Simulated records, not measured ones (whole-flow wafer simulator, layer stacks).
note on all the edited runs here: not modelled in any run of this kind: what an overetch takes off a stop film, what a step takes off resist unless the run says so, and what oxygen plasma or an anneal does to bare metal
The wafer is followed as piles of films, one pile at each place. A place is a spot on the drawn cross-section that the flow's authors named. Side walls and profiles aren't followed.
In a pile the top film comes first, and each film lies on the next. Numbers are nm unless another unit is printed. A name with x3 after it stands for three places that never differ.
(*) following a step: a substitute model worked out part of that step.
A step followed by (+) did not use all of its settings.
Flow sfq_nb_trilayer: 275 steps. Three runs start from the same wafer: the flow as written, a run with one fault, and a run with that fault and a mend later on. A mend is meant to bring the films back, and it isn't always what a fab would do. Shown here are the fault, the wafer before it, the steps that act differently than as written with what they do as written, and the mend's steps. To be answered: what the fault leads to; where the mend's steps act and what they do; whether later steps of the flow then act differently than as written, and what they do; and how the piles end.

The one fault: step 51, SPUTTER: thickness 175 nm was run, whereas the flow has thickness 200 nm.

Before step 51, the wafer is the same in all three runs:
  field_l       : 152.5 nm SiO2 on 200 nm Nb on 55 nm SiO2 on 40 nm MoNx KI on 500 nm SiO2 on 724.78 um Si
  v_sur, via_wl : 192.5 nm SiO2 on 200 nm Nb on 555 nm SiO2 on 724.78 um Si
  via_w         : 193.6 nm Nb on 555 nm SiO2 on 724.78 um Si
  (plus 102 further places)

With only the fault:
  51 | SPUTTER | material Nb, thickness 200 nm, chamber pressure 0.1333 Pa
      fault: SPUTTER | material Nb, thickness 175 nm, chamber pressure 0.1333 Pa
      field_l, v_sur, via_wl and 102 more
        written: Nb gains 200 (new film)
        fault: Nb gains 175 (new film)
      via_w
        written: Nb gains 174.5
        fault: Nb gains 153.1
  Steps further on in the flow that do not act as written (2 other steps are not shown; they differ only slightly, by no more than 2% or 0.5 nm, whichever is larger):
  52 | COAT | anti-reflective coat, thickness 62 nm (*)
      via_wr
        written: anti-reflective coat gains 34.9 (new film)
        fault: anti-reflective coat gains 33.9 (new film)
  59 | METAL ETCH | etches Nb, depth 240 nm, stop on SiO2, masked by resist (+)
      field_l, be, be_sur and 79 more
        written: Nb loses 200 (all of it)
        fault: Nb loses 175 (all of it)
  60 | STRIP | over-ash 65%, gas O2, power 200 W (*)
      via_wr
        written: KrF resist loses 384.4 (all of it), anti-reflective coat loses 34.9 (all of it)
        fault: KrF resist loses 385.6 (all of it), anti-reflective coat loses 33.9 (all of it)
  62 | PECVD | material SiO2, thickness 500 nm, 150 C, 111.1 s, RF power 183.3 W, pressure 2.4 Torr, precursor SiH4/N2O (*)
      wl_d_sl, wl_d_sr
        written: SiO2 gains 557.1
        fault: SiO2 gains 532.1
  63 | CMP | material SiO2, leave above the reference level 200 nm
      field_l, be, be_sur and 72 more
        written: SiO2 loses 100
        fault: SiO2 loses 125
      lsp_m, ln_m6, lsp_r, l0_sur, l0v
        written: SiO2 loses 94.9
        fault: SiO2 loses 125
  At v_sur, via_wl, via_w and 30 more, the piles at the end differ from the flow's by more than 2% or 0.5 nm, whichever is larger.
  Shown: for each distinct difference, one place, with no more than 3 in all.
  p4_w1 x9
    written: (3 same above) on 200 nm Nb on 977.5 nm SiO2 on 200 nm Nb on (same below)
    fault: (3 same above) on 200 nm Nb on 952.5 nm SiO2 on 200 nm Nb on (same below)
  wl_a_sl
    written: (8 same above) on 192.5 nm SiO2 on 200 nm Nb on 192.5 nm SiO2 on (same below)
    fault: (8 same above) on 192.5 nm SiO2 on 175 nm Nb on 192.5 nm SiO2 on (same below)
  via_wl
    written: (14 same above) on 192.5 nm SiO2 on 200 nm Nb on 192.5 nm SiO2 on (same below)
    fault: (14 same above) on 192.5 nm SiO2 on 175 nm Nb on 192.5 nm SiO2 on (same below)

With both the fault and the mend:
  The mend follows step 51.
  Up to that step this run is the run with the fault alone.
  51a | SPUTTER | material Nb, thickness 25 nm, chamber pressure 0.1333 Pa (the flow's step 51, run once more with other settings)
      field_l, v_sur, via_wl and 102 more
        Nb gains 25
      via_w
        Nb gains 19.3
  Later steps of the flow that are run all act as written at every place that is followed, up to a difference of at most 2% or 0.5 nm, whichever is larger.
  The piles end only slightly different from the flow's at the places that both follow, by no more than 2% or 0.5 nm, whichever is larger.
